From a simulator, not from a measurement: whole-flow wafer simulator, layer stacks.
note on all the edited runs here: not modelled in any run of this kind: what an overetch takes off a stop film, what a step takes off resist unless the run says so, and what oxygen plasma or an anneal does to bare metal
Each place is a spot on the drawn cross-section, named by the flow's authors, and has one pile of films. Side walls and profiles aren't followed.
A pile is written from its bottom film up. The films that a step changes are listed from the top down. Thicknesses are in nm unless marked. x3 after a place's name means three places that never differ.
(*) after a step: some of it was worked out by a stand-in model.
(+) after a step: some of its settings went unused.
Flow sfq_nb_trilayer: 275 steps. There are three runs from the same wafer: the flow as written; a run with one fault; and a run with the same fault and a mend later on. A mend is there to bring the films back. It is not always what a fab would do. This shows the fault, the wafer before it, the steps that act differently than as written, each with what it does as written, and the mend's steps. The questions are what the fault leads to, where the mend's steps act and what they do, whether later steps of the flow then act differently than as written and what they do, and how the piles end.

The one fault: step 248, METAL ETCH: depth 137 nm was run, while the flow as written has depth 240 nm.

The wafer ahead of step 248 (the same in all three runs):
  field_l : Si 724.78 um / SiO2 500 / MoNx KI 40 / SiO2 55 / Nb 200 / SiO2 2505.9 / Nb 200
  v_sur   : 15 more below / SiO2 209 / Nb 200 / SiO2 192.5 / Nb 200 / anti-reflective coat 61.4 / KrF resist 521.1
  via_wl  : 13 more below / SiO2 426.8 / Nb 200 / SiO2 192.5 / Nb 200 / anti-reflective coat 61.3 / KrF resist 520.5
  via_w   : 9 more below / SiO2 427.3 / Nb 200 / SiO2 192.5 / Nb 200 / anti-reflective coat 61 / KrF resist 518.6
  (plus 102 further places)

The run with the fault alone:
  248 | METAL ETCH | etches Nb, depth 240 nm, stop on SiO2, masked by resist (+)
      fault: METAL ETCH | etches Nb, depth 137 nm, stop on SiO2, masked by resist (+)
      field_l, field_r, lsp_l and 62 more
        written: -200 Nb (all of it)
        fault: -137 Nb
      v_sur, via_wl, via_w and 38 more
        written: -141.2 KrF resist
        fault: -80.6 KrF resist
  Later steps of the flow acting differently than as written:
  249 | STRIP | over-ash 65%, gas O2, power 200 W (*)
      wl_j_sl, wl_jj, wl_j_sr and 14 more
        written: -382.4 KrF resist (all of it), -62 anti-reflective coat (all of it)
        fault: -443 KrF resist (all of it), -62 anti-reflective coat (all of it)
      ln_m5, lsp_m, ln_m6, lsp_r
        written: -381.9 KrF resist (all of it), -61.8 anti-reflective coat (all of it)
        fault: -442.5 KrF resist (all of it), -61.8 anti-reflective coat (all of it)
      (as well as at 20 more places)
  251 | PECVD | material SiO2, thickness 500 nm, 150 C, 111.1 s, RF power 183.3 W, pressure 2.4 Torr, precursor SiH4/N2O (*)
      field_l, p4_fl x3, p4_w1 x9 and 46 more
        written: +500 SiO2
        fault: +500 SiO2 (new film)
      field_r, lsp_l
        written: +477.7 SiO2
        fault: +484.7 SiO2 (new film)
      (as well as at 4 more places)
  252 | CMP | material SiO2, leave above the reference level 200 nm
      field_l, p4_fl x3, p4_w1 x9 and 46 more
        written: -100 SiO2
        fault: -163 SiO2
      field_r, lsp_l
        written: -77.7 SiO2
        fault: -147.7 SiO2
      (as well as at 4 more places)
  At field_l, field_r, lsp_l and 62 more, the piles at the end differ from the flow's by more than 2% or 0.5 nm, whichever is larger.
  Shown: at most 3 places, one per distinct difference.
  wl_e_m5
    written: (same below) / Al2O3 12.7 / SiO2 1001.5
    fault: (same below) / Al2O3 12.7 / SiO2 601.5 / Nb 63 / SiO2 337
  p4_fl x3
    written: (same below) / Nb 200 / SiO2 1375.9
    fault: (same below) / Nb 200 / SiO2 975.9 / Nb 63 / SiO2 337
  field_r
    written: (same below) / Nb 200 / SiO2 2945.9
    fault: (same below) / Nb 200 / SiO2 2545.9 / Nb 63 / SiO2 337

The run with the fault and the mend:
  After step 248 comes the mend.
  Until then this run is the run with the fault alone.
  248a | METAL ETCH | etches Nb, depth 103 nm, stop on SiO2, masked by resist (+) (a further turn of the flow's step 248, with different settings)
      field_l, field_r, lsp_l and 62 more
        -63 Nb (all of it)
      v_sur, via_wl, via_w and 38 more
        -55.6 KrF resist
  Later steps of the flow that are run all act as written at every place that is followed, up to a difference of at most 2% or 0.5 nm, whichever is larger.
  The piles end the same as the flow's at every place that both follow.
